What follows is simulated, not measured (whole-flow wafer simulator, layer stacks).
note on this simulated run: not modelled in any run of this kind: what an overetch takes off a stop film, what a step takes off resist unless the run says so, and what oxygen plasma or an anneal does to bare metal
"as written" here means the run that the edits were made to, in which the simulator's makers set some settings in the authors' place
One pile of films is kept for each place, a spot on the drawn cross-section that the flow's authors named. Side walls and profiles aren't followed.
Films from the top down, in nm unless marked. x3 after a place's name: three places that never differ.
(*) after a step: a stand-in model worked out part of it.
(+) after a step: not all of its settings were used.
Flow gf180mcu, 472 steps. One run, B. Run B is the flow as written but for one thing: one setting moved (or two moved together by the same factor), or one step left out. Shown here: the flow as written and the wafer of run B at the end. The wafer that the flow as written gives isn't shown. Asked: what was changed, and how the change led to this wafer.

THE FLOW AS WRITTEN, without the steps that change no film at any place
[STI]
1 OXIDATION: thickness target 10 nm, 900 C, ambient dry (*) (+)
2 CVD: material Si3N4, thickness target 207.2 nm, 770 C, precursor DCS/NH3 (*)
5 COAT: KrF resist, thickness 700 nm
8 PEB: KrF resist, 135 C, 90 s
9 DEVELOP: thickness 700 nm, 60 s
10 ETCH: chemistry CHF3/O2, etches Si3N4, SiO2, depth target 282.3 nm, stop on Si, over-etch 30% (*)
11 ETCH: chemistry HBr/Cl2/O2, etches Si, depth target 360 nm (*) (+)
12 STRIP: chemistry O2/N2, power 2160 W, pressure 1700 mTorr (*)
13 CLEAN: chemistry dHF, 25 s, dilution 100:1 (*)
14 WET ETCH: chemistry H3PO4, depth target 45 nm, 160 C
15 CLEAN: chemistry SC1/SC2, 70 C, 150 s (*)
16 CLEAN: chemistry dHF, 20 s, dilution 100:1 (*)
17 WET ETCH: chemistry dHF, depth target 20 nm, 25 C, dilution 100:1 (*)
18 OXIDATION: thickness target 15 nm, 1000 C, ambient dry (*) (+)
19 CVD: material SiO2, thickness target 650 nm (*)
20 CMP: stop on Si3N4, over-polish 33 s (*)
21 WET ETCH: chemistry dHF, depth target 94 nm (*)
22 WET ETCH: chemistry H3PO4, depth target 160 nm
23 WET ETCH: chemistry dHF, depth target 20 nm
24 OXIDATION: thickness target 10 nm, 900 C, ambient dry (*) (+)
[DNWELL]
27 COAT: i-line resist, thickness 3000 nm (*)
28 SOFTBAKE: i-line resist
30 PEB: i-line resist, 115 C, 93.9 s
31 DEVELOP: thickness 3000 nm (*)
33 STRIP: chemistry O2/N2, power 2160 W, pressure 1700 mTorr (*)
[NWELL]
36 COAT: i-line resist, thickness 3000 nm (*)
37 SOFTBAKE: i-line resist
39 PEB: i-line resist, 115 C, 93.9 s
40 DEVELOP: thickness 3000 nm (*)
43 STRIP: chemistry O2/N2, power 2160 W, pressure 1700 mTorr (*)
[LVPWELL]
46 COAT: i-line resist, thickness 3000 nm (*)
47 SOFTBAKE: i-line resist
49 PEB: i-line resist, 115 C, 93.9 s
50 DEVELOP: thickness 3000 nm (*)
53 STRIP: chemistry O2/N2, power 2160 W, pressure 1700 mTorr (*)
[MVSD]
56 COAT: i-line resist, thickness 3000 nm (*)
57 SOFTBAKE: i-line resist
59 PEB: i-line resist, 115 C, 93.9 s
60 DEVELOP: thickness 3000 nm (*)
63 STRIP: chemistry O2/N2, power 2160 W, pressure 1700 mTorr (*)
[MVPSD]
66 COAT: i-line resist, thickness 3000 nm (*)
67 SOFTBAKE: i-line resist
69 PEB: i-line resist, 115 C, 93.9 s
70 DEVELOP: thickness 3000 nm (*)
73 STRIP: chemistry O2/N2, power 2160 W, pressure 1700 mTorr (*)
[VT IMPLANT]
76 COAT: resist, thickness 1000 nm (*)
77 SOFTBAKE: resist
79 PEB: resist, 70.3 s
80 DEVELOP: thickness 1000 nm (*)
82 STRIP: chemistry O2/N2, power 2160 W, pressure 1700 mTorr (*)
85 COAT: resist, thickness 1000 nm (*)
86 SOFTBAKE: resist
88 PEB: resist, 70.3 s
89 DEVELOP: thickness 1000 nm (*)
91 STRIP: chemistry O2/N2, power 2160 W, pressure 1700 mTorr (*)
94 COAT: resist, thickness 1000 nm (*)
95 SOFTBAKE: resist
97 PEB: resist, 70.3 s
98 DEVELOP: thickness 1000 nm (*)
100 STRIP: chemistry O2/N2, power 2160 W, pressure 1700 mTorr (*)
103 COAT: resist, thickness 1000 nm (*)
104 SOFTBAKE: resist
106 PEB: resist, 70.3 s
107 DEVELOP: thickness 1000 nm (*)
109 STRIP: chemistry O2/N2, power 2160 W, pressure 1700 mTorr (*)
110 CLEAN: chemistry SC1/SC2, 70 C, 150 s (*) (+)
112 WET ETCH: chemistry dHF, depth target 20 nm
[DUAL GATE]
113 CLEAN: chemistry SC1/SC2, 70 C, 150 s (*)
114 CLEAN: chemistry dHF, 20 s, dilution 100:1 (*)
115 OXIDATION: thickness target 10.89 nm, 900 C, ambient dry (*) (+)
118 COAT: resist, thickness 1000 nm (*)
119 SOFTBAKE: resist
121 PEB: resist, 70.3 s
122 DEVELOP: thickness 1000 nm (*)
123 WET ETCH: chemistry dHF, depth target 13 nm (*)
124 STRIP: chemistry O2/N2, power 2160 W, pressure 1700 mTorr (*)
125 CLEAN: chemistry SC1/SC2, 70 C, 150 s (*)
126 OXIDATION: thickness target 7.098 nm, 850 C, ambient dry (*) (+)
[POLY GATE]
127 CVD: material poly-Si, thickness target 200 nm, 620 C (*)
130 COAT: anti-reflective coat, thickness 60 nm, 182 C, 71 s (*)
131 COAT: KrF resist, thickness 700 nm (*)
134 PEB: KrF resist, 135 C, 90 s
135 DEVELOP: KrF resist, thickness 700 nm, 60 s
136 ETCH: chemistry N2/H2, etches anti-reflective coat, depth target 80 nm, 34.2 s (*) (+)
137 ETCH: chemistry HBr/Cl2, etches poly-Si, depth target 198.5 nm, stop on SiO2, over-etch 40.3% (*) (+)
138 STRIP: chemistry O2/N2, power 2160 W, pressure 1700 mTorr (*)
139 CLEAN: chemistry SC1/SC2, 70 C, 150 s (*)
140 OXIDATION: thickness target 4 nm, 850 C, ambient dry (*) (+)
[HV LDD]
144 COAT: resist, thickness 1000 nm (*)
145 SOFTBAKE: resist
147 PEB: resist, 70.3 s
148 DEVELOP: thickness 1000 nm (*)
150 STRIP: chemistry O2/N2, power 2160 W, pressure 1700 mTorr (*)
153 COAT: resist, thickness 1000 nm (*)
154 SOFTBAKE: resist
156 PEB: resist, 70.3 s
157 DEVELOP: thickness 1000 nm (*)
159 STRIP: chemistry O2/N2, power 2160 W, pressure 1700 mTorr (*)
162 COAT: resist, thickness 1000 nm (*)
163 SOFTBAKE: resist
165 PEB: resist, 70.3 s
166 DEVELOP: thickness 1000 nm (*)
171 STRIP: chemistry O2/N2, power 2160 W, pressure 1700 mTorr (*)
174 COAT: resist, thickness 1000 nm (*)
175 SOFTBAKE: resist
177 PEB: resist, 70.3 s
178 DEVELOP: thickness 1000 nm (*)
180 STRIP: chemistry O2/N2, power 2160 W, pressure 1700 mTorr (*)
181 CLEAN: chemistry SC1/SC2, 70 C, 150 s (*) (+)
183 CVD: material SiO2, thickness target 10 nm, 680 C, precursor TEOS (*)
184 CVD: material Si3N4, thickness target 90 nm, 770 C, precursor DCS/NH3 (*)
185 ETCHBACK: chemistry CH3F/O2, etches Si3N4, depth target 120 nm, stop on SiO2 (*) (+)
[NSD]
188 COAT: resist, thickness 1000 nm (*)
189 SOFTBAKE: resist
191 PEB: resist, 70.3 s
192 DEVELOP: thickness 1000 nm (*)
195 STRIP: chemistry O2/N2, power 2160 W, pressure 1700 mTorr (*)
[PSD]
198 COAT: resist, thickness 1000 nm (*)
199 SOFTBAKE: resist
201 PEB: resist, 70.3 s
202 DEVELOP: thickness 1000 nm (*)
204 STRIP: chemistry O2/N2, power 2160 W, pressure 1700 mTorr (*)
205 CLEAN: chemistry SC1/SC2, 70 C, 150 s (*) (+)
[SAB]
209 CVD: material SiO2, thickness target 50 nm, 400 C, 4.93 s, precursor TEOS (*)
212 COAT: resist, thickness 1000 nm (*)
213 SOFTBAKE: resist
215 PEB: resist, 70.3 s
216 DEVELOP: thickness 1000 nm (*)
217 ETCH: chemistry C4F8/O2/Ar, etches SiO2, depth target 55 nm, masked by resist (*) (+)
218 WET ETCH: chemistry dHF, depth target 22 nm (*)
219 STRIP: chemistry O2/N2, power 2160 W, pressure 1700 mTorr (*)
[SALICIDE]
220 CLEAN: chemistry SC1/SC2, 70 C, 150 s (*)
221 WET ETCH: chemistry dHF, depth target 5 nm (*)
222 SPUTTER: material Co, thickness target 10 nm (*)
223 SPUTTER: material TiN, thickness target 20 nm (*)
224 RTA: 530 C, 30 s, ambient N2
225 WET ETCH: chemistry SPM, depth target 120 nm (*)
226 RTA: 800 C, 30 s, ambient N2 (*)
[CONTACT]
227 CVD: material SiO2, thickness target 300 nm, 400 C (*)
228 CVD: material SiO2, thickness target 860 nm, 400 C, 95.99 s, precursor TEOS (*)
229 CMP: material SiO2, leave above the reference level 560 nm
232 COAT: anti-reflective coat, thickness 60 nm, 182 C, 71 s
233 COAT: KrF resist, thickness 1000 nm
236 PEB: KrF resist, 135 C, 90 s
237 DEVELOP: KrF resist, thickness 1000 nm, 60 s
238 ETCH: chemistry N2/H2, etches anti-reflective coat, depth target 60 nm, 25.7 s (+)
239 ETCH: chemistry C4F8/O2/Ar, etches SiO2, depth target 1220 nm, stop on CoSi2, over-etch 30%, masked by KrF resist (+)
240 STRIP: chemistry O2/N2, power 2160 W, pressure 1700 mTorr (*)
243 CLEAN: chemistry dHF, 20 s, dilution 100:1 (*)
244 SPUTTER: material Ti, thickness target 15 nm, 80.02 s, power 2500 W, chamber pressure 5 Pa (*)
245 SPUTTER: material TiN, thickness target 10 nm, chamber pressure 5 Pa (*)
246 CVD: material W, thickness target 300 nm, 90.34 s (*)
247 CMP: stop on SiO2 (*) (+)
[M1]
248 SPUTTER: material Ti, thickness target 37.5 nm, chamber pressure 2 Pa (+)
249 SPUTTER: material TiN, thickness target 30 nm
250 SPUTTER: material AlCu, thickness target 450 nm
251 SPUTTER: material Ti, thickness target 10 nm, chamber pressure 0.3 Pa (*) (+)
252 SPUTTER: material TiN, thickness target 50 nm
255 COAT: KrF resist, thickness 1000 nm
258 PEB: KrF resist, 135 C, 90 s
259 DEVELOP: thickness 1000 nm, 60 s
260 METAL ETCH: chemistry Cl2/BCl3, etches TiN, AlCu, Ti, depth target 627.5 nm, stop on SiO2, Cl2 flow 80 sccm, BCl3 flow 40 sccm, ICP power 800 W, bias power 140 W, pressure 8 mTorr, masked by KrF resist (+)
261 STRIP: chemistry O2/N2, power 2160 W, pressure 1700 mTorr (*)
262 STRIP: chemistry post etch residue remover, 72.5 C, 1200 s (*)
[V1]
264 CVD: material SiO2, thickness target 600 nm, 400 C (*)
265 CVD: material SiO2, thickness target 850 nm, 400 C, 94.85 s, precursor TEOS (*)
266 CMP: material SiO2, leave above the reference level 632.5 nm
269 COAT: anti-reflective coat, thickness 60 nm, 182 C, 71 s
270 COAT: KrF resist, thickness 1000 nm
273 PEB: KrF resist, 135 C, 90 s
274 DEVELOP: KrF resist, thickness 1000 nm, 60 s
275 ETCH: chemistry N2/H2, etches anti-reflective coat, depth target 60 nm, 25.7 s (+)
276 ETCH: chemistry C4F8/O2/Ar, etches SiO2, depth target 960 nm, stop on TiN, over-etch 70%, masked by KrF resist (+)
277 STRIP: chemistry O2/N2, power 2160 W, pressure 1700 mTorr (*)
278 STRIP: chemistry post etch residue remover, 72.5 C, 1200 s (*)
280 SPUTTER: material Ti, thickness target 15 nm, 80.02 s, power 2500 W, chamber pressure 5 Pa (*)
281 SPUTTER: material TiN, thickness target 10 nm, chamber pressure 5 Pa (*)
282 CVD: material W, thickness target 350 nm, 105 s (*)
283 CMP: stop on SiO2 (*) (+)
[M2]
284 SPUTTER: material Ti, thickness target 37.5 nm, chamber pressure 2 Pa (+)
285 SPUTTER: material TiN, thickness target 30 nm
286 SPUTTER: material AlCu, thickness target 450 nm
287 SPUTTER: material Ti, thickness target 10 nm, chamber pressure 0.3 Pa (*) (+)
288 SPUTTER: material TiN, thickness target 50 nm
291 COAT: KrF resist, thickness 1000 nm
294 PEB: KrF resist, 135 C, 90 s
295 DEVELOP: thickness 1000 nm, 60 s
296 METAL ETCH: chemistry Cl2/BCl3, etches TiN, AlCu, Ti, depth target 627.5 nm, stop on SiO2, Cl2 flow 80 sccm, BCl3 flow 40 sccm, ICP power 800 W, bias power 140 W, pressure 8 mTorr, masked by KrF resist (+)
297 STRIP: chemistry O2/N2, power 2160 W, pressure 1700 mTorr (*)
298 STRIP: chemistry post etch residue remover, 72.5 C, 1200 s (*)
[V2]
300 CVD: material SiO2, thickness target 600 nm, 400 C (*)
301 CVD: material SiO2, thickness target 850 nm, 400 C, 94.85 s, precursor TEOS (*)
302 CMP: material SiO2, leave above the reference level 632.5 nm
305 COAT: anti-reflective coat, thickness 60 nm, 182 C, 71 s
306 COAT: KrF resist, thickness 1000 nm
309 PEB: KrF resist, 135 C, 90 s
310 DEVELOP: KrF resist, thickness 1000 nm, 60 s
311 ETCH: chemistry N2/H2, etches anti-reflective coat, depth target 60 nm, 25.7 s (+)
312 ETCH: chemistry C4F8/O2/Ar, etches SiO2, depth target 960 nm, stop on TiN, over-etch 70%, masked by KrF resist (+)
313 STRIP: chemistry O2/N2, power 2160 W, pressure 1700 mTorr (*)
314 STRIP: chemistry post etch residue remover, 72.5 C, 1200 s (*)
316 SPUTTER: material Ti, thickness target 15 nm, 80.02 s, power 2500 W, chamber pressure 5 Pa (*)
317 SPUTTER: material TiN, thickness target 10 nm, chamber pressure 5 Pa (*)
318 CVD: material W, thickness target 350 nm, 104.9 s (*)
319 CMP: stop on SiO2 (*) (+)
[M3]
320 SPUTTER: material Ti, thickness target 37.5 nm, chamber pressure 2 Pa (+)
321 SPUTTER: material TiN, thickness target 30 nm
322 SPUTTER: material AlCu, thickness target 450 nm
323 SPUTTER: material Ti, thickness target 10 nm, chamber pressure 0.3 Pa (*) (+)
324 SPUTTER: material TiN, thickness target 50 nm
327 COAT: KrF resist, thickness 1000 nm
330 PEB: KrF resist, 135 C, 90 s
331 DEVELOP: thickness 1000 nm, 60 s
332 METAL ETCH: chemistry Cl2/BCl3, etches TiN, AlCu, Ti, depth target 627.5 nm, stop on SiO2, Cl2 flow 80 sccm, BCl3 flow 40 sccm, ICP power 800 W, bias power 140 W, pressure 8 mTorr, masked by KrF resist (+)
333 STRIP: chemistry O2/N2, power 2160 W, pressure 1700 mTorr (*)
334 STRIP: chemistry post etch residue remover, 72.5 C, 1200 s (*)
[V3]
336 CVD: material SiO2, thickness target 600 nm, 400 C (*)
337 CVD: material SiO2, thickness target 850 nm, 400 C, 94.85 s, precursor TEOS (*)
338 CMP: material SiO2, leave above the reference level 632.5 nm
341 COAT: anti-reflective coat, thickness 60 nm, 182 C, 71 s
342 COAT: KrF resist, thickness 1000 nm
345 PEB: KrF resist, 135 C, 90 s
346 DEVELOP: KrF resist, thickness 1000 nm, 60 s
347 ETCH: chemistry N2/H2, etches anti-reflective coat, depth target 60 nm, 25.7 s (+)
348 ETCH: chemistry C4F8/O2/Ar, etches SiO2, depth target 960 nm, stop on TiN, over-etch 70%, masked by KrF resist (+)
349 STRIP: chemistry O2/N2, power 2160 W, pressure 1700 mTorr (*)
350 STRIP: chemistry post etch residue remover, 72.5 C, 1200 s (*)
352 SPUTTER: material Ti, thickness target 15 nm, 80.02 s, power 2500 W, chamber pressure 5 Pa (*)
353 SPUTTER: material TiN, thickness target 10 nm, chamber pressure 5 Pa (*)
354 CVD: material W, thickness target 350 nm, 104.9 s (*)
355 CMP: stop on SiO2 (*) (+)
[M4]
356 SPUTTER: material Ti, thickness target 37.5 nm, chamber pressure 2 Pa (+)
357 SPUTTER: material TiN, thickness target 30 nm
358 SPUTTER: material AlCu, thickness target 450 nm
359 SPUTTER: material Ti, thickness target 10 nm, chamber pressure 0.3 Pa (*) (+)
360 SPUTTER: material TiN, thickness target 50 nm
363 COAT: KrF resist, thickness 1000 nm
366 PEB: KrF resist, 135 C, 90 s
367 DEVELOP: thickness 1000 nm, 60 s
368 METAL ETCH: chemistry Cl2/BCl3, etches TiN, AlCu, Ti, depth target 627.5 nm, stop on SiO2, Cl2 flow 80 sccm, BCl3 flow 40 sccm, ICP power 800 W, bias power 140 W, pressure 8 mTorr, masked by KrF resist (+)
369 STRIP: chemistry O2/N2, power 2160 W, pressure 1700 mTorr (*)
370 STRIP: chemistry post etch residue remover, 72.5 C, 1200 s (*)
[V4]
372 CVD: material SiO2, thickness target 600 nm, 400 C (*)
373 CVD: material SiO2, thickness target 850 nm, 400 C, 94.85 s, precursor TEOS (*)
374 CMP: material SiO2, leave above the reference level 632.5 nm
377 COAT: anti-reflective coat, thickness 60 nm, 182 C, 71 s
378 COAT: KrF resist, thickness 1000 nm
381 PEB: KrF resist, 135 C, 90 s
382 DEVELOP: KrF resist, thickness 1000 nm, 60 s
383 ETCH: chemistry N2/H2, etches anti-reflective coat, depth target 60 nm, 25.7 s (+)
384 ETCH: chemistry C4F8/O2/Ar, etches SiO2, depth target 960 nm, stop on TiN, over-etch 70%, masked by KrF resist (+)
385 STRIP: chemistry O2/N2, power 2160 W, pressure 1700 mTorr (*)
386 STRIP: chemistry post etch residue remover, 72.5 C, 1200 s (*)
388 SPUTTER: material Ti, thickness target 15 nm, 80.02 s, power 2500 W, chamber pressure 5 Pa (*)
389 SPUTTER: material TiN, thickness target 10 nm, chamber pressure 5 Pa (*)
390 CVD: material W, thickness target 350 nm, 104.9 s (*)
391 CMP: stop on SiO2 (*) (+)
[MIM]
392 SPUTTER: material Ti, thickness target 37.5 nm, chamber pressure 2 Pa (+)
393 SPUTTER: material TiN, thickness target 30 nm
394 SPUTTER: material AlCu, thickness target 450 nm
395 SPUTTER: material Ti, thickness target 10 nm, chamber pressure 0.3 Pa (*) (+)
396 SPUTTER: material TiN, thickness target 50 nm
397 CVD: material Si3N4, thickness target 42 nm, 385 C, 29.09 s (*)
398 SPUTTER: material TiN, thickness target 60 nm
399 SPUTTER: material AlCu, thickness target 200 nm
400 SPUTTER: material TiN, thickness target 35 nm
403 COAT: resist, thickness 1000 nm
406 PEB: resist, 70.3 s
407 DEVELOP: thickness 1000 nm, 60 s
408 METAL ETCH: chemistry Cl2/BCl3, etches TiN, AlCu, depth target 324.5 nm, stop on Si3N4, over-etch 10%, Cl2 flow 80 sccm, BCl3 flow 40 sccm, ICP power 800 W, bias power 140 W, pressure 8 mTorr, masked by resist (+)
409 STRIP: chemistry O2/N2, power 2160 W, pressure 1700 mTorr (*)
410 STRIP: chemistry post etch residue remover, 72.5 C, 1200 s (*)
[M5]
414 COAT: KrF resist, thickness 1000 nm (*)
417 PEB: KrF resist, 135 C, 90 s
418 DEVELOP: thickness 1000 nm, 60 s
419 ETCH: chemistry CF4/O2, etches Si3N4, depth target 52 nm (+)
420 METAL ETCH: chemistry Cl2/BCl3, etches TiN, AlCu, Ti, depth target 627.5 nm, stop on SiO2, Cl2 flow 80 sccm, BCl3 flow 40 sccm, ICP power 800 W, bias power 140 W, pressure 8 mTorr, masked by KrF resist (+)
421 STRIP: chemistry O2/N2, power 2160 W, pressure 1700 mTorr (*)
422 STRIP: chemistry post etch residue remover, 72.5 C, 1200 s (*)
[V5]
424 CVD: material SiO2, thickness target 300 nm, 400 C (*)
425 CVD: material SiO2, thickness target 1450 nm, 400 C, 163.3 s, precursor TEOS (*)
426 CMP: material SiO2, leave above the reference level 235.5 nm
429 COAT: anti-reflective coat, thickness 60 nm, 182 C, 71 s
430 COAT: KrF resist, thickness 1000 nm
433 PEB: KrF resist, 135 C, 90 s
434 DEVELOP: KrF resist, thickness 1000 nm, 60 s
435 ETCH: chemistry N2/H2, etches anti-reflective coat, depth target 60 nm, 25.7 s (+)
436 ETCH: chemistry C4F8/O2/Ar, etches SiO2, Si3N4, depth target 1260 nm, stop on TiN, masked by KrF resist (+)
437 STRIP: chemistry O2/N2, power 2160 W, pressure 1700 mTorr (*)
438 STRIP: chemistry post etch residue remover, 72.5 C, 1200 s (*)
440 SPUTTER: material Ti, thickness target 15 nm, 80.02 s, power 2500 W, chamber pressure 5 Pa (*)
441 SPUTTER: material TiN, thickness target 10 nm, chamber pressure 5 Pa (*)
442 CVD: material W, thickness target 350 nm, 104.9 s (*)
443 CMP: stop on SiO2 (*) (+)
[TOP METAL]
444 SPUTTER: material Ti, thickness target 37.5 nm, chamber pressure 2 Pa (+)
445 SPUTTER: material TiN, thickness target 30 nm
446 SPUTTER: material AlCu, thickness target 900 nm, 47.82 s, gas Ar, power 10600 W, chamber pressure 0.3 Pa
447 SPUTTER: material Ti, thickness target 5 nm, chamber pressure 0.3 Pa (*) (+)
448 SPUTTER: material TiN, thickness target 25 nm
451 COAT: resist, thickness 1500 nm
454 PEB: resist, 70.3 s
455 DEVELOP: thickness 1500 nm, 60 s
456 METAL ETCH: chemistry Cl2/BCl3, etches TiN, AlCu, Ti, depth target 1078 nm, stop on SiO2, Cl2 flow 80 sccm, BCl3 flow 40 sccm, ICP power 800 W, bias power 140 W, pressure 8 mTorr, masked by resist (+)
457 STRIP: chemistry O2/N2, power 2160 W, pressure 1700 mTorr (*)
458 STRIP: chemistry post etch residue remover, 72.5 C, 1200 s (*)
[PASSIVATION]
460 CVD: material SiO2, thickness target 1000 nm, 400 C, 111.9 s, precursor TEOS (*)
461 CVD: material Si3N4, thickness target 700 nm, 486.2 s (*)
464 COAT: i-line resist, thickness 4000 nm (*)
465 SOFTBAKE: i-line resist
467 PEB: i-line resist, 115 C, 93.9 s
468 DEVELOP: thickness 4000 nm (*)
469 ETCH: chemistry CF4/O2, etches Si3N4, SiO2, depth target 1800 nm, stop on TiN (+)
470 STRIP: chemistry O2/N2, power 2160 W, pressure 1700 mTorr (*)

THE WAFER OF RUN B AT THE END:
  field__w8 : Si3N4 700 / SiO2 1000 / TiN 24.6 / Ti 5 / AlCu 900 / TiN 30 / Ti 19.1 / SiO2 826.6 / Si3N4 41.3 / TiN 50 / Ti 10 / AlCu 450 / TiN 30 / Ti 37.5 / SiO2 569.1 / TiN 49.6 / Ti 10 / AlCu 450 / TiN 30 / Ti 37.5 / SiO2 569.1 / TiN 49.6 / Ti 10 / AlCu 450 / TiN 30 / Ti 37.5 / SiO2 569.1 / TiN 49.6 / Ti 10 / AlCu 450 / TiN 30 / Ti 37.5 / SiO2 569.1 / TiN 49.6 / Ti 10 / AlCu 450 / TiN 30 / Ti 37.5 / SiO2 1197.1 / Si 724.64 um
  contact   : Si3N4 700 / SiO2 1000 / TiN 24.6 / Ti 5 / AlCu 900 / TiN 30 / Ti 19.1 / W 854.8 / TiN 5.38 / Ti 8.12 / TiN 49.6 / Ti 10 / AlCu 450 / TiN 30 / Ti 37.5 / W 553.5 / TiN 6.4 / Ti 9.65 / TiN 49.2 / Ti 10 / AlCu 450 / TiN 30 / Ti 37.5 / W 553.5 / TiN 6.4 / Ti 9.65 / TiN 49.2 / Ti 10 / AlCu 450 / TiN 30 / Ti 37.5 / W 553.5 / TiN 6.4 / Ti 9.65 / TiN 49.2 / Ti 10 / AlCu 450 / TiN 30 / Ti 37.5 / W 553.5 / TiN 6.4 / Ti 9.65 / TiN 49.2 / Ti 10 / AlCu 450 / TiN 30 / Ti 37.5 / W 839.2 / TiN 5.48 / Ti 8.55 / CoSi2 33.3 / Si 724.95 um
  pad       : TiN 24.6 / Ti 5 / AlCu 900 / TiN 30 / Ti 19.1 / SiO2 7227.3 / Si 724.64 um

The cause: step 444, SPUTTER: thickness target 19.1 nm was run, where the flow has thickness target 37.5 nm.
It can be read off the wafer: field__w8 has Ti 19.1, and step 444 as written asks for 37.5 nm.

How the change led to this, step by step:
  444 SPUTTER: material Ti, thickness target 37.5 nm, chamber pressure 2 Pa (+)
      field, field__w1, field__w2 and 109 more: Ti +19.1 (new film) (as written it would be: Ti +37.5 (new film))
  456 METAL ETCH: chemistry Cl2/BCl3, etches TiN, AlCu, Ti, depth target 1078 nm, stop on SiO2, Cl2 flow 80 sccm, BCl3 flow 40 sccm, ICP power 800 W, bias power 140 W, pressure 8 mTorr, masked by resist (+)
      field, field__w1, field__w2 and 103 more: TiN -25 (all of it), Ti -5 (all of it), AlCu -900 (all of it), TiN -30 (all of it), Ti -19.1 (all of it) (as written it would be: TiN -25 (all of it), Ti -5 (all of it), AlCu -900 (all of it), TiN -30 (all of it), Ti -37.5 (all of it))
  465 SOFTBAKE: i-line resist
      ld_acc_p, ld_fp_p, ld_drift_p: i-line resist +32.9 (as written it would be: i-line resist +33.8)
      field__w11, field__w13: i-line resist +36.6 (as written it would be: i-line resist +37.6)
      (and at 58 more places)
